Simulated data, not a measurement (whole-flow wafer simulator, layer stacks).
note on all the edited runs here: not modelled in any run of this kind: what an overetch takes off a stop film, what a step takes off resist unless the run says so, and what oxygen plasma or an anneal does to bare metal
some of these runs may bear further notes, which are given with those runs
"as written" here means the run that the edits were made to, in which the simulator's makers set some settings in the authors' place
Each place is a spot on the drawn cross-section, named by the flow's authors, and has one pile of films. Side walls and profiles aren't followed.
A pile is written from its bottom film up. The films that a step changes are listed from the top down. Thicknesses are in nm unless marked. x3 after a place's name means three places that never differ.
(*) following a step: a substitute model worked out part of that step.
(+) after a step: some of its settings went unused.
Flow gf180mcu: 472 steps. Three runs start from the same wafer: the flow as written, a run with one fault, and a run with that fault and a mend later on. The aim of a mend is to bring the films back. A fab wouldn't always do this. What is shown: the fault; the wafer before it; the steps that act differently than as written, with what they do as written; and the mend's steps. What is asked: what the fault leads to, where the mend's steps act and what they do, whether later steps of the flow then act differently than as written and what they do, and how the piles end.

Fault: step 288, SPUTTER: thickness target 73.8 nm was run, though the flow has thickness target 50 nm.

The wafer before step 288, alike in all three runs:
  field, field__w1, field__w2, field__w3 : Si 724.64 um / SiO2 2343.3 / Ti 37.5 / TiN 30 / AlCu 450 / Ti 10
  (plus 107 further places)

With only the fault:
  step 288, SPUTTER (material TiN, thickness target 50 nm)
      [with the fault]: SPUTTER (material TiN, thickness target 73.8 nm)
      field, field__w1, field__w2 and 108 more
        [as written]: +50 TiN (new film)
        [with the fault]: +73.8 TiN (new film)
  Later steps of the flow acting differently than as written (not shown: 3 more steps that differ only slightly, by at most 2% or 0.5 nm, whichever is larger):
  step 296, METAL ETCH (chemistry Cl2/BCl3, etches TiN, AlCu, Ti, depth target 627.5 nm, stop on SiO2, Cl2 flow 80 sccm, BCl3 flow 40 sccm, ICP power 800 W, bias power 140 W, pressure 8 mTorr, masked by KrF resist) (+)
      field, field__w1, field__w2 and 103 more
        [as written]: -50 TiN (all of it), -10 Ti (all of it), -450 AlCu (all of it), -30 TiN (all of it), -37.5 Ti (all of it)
        [with the fault]: -73.8 TiN (all of it), -10 Ti (all of it), -450 AlCu (all of it), -30 TiN (all of it), -37.5 Ti (all of it)
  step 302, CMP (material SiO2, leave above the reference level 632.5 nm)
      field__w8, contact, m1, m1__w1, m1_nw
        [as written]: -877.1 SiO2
        [with the fault]: -900.9 SiO2
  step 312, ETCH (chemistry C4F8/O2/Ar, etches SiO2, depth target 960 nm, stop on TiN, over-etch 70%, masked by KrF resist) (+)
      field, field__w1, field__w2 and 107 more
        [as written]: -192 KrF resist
        [with the fault]: -186.5 KrF resist
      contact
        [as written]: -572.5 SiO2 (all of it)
        [with the fault]: -548.7 SiO2 (all of it)
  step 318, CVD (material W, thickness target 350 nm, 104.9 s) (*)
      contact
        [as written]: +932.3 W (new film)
        [with the fault]: +908.3 W (new film)
  The piles end different from the flow's at field__w8, contact, m1, m1__w1, m1_nw by more than 2% or 0.5 nm, whichever is larger.
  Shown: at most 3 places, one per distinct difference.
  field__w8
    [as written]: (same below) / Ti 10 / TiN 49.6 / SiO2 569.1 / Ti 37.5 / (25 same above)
    [with the fault]: (same below) / Ti 10 / TiN 73.4 / SiO2 545.3 / Ti 37.5 / (25 same above)
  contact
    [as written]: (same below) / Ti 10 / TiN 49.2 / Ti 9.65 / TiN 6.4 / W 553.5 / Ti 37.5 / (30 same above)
    [with the fault]: (same below) / Ti 10 / TiN 73 / Ti 9.79 / TiN 6.49 / W 529.5 / Ti 37.5 / (30 same above)

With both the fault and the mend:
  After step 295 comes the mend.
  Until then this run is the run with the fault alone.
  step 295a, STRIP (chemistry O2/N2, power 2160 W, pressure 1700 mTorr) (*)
      field__w8, contact, m1, m1__w1, m1_nw
        -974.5 KrF resist (all of it)
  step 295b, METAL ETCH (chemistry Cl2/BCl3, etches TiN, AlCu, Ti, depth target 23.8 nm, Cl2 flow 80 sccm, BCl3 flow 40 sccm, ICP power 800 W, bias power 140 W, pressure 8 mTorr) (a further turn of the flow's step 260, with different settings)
      field, field__w1, field__w2 and 108 more
        -23.8 TiN
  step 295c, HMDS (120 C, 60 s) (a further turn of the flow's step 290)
      does not change any film at any place that is followed
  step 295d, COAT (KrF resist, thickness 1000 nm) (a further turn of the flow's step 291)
      field, field__w1, field__w2 and 108 more
        +1000 KrF resist (new film)
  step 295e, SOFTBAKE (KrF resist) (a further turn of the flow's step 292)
      does not change any film at any place that is followed
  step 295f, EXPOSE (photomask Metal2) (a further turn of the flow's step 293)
      does not change any film at any place that is followed
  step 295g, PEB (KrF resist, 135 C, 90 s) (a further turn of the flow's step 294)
      field, field__w1, field__w2 and 108 more
        -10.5 KrF resist
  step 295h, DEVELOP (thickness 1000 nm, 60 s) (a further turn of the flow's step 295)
      field, field__w1, field__w2 and 103 more
        -989.5 KrF resist (all of it)
      field__w8, contact, m1, m1__w1, m1_nw
        -14.9 KrF resist
  Later steps of the flow that are run all act as written at every place that is followed.
  By the end, the piles equal the flow's at every place that both follow.
